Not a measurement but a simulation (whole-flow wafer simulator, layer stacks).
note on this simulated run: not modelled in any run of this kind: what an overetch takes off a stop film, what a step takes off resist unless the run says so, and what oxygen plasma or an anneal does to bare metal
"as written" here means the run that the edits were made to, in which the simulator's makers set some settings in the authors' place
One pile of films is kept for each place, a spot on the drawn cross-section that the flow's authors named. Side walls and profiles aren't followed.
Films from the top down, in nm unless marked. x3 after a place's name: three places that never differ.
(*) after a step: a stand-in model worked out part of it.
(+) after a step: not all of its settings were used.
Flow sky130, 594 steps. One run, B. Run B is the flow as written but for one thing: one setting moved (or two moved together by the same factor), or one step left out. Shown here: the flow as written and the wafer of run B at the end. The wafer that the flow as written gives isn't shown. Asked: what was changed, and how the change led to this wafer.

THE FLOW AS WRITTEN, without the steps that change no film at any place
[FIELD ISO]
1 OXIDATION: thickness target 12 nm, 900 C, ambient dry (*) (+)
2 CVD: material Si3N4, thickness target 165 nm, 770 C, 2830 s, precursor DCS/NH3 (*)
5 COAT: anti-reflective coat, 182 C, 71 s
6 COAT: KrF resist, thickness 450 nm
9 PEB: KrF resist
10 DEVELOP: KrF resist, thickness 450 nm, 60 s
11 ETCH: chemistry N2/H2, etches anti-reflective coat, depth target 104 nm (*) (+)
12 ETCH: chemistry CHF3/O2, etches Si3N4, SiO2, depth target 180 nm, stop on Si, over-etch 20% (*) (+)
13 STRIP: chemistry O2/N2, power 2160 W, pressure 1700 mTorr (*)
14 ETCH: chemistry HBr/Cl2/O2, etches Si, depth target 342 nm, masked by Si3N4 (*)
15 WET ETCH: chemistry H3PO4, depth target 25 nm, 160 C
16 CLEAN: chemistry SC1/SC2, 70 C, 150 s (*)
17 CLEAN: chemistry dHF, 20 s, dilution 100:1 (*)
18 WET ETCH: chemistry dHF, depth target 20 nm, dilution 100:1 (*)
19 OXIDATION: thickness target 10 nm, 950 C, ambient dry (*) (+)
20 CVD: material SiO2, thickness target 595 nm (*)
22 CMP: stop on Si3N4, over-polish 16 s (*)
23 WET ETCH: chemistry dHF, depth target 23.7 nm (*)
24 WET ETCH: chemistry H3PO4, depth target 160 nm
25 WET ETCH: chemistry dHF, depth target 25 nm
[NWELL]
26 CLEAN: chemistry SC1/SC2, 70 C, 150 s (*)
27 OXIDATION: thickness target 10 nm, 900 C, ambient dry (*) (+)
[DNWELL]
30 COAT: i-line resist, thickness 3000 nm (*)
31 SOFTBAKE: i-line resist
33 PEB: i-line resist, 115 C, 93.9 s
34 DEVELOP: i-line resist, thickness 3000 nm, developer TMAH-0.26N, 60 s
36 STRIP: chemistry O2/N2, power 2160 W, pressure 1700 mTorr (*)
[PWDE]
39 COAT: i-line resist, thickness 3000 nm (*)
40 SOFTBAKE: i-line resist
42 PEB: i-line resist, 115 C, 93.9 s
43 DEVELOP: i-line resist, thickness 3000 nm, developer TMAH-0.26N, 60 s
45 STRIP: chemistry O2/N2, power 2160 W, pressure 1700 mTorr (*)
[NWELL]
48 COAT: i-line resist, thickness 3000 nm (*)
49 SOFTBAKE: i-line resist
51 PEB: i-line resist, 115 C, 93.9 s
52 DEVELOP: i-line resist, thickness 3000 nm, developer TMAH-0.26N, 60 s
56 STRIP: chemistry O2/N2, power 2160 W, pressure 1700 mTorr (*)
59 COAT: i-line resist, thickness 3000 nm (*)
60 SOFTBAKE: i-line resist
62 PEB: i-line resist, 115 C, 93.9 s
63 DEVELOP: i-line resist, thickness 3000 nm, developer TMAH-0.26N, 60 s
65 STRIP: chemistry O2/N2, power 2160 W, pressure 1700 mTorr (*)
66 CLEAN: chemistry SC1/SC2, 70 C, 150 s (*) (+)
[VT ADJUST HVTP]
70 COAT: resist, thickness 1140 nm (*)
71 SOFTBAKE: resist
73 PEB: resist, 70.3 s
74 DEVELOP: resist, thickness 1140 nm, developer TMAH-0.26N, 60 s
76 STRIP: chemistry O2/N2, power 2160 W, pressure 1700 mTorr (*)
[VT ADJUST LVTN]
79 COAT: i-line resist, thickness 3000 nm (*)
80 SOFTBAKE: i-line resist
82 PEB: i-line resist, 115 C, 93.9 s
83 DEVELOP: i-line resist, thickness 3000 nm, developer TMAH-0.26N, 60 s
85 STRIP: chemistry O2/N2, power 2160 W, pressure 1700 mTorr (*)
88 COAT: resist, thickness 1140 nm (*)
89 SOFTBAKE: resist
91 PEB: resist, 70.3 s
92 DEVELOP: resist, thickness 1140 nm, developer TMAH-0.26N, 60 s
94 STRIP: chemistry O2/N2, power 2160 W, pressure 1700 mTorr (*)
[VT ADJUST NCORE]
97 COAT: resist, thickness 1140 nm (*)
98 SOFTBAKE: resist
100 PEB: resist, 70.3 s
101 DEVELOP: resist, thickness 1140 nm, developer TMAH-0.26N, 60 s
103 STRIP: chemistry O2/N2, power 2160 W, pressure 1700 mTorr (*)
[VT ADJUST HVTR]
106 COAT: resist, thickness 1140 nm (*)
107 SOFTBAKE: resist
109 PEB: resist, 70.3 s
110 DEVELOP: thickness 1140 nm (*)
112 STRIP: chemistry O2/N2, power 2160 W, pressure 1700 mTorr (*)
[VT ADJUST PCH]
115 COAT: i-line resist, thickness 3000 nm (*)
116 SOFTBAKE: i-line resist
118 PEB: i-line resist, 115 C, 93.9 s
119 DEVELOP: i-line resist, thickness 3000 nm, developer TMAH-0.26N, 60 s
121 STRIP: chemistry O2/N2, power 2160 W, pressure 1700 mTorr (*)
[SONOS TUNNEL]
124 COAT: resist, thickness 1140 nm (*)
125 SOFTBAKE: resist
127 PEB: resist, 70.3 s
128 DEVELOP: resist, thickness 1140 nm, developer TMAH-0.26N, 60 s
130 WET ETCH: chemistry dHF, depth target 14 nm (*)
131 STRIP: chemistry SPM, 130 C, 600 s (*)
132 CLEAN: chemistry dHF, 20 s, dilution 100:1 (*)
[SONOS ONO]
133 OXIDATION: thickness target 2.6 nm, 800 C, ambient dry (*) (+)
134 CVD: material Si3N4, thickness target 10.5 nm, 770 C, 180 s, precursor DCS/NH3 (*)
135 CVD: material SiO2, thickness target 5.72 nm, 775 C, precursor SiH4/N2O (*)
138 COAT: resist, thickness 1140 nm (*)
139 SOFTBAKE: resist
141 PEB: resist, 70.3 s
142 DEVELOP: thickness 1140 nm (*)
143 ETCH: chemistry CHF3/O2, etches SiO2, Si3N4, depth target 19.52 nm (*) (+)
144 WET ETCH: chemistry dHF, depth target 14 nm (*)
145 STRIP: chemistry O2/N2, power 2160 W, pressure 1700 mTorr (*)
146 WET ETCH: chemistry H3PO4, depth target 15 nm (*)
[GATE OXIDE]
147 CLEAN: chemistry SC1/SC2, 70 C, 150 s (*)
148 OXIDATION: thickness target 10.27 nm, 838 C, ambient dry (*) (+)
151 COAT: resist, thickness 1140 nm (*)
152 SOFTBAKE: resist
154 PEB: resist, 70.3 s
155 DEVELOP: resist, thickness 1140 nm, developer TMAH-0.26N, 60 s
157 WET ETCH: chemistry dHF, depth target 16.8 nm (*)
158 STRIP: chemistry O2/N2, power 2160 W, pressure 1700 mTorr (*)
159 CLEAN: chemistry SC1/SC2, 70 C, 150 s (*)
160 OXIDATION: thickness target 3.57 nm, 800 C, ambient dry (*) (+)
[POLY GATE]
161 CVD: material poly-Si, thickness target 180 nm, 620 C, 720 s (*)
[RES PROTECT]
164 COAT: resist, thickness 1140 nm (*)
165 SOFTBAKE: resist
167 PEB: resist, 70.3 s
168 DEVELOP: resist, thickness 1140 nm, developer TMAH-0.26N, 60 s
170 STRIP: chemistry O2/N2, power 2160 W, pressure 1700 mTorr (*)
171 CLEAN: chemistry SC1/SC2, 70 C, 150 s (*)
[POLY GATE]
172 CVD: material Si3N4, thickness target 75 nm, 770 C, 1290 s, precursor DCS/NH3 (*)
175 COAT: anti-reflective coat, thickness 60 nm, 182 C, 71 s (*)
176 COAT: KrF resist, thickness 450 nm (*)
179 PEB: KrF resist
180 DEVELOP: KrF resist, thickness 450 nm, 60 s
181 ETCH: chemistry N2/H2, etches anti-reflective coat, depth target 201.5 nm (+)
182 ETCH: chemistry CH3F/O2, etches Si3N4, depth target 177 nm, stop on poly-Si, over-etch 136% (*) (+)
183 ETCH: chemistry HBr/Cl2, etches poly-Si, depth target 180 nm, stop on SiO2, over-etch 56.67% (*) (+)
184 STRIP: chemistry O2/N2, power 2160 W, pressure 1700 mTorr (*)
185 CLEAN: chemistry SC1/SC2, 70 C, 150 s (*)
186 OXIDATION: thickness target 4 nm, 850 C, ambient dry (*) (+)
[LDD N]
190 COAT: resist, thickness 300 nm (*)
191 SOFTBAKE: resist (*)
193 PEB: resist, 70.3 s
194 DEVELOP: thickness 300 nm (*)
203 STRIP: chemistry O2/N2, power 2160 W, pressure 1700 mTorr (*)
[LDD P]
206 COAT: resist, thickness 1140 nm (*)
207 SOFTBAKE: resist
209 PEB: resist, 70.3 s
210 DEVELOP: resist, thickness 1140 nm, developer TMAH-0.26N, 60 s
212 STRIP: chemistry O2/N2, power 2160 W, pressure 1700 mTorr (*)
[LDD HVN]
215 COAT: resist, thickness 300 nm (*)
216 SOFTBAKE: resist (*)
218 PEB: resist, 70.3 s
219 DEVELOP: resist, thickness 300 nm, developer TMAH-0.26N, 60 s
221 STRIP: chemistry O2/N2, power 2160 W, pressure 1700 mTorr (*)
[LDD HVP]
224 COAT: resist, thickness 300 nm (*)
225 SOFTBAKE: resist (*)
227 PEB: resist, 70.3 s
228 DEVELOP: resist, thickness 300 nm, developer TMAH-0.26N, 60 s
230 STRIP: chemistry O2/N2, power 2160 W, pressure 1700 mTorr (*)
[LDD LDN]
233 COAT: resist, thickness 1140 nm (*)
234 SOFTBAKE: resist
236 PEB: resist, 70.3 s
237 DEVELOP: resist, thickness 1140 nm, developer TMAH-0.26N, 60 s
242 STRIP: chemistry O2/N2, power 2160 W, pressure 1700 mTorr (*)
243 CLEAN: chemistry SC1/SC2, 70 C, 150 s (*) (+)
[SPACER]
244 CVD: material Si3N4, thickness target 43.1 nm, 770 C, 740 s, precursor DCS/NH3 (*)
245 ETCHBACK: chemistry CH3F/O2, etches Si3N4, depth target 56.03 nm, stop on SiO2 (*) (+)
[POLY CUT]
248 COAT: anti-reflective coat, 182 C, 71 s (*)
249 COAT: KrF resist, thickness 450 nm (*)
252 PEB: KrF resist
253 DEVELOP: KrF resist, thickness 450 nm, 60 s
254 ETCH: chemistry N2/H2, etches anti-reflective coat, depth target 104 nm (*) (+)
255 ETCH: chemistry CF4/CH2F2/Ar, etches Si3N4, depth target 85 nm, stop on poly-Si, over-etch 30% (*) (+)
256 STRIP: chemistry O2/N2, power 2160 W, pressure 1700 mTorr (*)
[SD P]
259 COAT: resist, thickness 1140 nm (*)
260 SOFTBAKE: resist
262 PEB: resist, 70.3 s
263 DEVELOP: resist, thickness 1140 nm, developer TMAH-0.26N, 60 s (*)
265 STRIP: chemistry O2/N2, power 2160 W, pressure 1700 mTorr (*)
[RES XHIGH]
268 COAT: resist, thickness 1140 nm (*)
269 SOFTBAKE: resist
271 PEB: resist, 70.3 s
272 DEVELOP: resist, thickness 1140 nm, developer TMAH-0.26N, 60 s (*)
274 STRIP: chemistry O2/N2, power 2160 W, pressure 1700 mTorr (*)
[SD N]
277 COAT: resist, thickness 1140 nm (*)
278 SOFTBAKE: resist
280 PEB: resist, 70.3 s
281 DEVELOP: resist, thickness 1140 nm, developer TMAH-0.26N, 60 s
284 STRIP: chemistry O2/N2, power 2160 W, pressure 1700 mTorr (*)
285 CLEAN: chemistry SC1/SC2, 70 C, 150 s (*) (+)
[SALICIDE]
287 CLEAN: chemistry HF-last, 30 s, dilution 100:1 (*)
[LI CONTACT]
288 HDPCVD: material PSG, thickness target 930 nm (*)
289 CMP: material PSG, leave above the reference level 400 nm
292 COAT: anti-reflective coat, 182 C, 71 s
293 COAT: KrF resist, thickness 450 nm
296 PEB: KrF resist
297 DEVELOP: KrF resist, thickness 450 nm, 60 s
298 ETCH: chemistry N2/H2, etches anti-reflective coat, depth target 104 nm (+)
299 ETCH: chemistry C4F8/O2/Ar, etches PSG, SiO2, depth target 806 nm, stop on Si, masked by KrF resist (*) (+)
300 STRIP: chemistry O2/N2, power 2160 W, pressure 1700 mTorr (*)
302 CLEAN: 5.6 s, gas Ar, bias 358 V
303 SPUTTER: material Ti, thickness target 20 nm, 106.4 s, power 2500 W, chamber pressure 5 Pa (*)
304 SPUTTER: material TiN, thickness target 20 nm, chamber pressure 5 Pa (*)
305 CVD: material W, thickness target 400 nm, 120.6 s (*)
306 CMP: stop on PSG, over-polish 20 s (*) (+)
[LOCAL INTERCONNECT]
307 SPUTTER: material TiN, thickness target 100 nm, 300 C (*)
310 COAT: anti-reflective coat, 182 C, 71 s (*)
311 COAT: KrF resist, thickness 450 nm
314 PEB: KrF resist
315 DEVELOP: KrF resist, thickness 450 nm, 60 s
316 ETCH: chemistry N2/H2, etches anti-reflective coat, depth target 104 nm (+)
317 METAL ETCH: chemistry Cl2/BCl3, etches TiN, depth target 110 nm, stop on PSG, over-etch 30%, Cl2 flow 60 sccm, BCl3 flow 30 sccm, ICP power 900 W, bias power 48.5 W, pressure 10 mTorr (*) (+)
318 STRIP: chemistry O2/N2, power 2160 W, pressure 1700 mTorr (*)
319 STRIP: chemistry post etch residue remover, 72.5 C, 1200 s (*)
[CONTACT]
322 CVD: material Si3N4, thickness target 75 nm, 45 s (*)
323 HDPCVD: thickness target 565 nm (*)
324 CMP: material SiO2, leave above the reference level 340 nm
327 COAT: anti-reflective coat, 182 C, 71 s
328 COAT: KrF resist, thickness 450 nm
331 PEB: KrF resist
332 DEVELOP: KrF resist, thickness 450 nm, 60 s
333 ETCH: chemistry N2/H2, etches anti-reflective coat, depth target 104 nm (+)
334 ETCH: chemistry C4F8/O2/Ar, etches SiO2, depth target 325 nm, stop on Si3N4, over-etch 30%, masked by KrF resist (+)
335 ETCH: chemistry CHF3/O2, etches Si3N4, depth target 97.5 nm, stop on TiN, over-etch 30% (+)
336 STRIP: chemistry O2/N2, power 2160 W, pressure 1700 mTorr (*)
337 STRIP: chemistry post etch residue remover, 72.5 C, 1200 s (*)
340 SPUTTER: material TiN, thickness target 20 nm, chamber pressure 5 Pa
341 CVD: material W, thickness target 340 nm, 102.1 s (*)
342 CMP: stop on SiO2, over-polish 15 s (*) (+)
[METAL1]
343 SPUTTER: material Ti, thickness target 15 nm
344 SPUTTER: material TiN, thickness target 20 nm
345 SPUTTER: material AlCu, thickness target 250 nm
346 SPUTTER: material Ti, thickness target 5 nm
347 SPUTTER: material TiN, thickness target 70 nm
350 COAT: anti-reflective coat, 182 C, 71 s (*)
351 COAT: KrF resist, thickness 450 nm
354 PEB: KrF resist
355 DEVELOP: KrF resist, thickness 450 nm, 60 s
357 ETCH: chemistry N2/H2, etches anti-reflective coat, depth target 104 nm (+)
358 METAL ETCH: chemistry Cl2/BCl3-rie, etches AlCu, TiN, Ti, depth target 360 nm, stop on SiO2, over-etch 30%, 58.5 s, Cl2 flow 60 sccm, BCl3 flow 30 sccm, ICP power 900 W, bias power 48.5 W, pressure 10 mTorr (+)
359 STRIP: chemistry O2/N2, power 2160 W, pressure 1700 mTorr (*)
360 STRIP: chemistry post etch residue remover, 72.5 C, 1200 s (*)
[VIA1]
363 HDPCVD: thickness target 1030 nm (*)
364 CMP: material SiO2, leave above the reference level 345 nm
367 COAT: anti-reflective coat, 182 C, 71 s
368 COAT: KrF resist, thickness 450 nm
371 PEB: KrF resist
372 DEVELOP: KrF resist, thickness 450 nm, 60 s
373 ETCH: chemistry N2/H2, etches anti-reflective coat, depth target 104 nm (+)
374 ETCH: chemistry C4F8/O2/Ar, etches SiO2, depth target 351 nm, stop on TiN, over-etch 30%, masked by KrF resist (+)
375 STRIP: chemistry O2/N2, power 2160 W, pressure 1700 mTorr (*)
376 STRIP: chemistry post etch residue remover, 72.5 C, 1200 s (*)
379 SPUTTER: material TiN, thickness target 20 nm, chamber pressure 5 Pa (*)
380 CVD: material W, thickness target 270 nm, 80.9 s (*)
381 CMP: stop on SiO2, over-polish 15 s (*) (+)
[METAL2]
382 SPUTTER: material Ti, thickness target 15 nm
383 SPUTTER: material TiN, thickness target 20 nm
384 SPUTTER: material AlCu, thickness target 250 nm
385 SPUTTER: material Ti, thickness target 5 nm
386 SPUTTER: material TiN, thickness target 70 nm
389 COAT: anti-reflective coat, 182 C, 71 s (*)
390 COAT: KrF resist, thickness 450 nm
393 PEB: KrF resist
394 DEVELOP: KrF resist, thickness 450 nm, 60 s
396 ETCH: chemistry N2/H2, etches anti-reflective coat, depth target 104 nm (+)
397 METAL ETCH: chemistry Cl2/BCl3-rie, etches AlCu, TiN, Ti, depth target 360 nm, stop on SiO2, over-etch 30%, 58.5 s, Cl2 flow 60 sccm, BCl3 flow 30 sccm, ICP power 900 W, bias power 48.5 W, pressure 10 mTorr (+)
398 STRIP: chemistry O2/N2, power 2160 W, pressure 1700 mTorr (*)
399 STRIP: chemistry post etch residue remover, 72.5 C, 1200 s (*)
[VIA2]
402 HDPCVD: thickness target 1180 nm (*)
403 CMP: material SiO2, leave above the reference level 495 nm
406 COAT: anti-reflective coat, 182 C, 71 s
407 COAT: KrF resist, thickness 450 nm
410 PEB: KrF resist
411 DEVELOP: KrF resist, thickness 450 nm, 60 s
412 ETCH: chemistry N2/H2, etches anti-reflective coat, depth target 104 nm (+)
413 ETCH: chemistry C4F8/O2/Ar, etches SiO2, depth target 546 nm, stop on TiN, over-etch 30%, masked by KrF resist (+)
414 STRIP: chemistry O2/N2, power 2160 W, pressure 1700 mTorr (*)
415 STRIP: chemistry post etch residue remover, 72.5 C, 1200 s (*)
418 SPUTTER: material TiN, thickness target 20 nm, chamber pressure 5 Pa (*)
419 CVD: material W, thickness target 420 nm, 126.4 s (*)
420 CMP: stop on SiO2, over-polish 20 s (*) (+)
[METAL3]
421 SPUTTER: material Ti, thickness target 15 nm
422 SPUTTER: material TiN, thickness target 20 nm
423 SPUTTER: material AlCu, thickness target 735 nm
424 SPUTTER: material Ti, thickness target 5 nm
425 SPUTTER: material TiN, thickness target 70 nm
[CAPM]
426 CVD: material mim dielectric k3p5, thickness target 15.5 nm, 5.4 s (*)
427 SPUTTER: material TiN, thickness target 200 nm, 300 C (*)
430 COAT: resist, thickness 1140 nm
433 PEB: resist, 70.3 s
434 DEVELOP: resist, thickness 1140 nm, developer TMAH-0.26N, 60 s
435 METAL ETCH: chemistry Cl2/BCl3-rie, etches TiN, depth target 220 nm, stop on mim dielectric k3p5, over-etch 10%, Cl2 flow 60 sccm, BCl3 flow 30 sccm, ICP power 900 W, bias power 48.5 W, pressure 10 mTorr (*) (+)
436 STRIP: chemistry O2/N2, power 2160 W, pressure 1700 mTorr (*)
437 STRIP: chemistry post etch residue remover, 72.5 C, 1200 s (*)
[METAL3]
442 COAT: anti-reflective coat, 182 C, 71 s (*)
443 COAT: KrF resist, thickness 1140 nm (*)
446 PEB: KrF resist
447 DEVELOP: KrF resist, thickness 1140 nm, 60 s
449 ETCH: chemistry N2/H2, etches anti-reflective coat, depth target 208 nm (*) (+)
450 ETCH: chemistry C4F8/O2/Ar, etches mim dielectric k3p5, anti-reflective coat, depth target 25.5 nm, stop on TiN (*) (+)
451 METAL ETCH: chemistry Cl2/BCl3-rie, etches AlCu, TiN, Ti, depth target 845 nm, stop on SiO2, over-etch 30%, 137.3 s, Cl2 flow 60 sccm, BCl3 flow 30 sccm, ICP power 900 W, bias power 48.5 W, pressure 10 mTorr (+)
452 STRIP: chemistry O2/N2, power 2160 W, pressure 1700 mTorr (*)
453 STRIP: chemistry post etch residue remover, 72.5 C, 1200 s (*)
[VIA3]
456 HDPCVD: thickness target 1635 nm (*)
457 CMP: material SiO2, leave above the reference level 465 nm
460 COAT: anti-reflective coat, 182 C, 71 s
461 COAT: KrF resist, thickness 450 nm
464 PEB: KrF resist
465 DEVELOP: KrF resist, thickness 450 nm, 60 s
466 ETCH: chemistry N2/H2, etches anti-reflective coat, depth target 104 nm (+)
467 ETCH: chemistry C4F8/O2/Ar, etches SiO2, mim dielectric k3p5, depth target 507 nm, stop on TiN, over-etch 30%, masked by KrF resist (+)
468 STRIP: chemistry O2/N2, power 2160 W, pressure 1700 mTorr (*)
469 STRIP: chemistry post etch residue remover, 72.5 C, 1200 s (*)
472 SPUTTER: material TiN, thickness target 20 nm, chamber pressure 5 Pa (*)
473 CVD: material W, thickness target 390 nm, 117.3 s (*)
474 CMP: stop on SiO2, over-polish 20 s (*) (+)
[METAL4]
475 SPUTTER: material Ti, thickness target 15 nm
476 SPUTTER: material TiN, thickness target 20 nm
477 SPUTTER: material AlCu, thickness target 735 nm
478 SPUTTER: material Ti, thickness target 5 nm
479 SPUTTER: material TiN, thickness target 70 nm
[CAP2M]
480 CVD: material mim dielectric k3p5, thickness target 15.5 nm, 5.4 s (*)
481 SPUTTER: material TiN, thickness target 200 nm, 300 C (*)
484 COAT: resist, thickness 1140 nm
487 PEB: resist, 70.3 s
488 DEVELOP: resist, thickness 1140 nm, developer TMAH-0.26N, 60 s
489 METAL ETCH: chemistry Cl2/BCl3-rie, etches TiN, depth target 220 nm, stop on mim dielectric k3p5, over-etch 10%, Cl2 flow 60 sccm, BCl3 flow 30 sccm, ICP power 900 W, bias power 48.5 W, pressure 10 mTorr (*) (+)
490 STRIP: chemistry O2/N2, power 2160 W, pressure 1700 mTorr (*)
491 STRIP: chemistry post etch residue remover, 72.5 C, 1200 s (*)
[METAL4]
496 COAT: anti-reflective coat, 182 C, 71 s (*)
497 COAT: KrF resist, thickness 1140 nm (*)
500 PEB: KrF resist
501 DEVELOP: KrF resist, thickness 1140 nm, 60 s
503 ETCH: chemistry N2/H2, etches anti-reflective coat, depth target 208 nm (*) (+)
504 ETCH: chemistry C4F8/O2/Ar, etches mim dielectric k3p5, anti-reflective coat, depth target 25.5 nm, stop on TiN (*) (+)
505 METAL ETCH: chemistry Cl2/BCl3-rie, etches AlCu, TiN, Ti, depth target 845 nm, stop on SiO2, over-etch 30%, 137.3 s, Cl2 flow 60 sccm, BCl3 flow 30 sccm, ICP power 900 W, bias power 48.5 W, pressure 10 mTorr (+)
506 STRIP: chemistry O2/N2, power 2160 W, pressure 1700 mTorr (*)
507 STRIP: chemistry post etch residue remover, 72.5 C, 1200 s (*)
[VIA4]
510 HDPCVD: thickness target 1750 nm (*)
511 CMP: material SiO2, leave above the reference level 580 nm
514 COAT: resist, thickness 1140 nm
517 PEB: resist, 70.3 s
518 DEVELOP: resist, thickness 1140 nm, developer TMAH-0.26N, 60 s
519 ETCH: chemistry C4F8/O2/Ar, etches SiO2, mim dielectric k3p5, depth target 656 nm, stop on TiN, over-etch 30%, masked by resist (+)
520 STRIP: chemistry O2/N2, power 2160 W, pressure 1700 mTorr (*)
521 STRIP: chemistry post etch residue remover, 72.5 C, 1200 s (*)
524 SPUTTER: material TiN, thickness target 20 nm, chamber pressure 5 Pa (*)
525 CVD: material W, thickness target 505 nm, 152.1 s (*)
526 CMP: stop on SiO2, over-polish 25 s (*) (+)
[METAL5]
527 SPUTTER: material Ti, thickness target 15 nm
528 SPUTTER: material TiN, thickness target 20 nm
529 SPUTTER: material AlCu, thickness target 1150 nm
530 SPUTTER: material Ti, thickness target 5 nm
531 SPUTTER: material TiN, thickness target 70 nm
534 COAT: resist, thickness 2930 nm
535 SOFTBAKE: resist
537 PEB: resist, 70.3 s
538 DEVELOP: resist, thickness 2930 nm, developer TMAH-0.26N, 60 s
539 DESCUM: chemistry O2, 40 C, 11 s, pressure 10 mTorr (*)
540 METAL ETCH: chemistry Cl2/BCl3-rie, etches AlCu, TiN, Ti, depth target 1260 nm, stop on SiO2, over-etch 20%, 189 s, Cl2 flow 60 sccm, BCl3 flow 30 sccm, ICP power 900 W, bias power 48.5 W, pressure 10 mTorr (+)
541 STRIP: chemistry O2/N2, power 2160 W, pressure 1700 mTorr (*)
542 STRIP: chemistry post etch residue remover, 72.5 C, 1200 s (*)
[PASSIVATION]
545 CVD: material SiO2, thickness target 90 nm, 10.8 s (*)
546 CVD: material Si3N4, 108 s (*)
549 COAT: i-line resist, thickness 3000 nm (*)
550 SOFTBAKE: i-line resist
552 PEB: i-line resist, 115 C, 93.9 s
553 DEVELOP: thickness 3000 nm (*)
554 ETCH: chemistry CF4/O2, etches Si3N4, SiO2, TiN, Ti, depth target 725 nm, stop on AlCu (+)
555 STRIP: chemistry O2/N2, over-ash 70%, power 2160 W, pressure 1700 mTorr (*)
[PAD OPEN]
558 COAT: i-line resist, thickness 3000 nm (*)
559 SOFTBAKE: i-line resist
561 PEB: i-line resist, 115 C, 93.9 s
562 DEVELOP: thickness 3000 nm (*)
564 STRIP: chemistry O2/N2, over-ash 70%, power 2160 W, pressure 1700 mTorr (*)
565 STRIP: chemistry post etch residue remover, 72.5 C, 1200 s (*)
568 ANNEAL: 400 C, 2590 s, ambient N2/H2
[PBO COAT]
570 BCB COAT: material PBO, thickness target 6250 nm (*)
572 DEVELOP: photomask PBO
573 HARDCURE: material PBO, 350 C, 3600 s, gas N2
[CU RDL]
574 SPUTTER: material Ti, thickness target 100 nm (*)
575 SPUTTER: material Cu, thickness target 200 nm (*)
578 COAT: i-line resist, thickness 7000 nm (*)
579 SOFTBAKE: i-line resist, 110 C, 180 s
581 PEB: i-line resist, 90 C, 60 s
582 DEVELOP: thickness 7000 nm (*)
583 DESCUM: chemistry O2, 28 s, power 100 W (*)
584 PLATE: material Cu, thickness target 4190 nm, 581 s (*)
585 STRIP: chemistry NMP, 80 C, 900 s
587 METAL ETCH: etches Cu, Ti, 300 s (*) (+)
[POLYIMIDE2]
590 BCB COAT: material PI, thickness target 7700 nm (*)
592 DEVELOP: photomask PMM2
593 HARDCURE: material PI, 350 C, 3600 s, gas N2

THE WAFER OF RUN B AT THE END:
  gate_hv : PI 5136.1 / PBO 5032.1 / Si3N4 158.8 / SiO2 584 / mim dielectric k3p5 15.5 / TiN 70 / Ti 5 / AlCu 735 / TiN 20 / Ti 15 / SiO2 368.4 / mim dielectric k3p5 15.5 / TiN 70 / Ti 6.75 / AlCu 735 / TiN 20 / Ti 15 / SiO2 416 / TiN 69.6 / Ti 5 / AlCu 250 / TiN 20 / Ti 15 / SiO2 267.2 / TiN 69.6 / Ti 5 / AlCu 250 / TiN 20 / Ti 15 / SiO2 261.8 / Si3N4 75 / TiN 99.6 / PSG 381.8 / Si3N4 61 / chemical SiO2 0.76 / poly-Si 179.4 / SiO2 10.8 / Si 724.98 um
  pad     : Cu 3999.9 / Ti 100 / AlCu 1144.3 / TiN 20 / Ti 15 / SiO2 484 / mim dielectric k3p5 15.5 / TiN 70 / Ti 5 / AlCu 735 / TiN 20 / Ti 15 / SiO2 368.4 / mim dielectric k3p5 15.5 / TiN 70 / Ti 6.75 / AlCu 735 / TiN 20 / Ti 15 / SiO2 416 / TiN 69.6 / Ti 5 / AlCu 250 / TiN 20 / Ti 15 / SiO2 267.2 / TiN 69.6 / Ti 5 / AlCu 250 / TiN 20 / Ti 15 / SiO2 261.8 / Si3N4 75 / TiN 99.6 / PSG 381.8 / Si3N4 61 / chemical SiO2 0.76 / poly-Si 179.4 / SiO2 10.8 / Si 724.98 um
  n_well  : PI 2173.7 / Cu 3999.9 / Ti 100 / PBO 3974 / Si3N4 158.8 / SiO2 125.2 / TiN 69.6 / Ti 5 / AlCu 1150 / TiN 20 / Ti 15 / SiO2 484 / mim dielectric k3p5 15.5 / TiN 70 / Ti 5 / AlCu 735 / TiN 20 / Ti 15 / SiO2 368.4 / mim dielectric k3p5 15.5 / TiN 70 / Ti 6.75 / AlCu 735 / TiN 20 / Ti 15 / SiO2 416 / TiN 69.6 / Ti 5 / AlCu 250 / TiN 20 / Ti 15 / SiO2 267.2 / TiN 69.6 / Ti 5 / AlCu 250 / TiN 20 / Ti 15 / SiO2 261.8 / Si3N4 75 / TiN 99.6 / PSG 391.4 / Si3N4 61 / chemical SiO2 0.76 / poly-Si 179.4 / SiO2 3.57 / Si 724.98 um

The cause: step 424, SPUTTER: thickness target 6.75 nm was run, where the flow has thickness target 5 nm.
It can be read off the wafer: gate_hv has Ti 6.75, and step 424 as written asks for 5 nm.

How the change led to this, step by step:
  424 SPUTTER: material Ti, thickness target 5 nm
      field, active, n_well and 188 more: Ti +6.75 (new film) (as written it would be: Ti +5 (new film))
  451 METAL ETCH: chemistry Cl2/BCl3-rie, etches AlCu, TiN, Ti, depth target 845 nm, stop on SiO2, over-etch 30%, 137.3 s, Cl2 flow 60 sccm, BCl3 flow 30 sccm, ICP power 900 W, bias power 48.5 W, pressure 10 mTorr (+)
      field, gate, spacer and 68 more: TiN -70 (all of it), Ti -6.75 (all of it), AlCu -735 (all of it), TiN -20 (all of it), Ti -15 (all of it), SiO2 -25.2 (as written it would be: TiN -70 (all of it), Ti -5 (all of it), AlCu -735 (all of it), TiN -20 (all of it), Ti -15 (all of it), SiO2 -25.4)
      active, vpp_ln, vpp_iso2 and 11 more: TiN -70 (all of it), Ti -6.75 (all of it), AlCu -735 (all of it), TiN -20 (all of it), Ti -15 (all of it), SiO2 -25.2 (as written it would be: TiN -70 (all of it), Ti -5 (all of it), AlCu -735 (all of it), TiN -20 (all of it), Ti -15 (all of it), SiO2 -25.3)
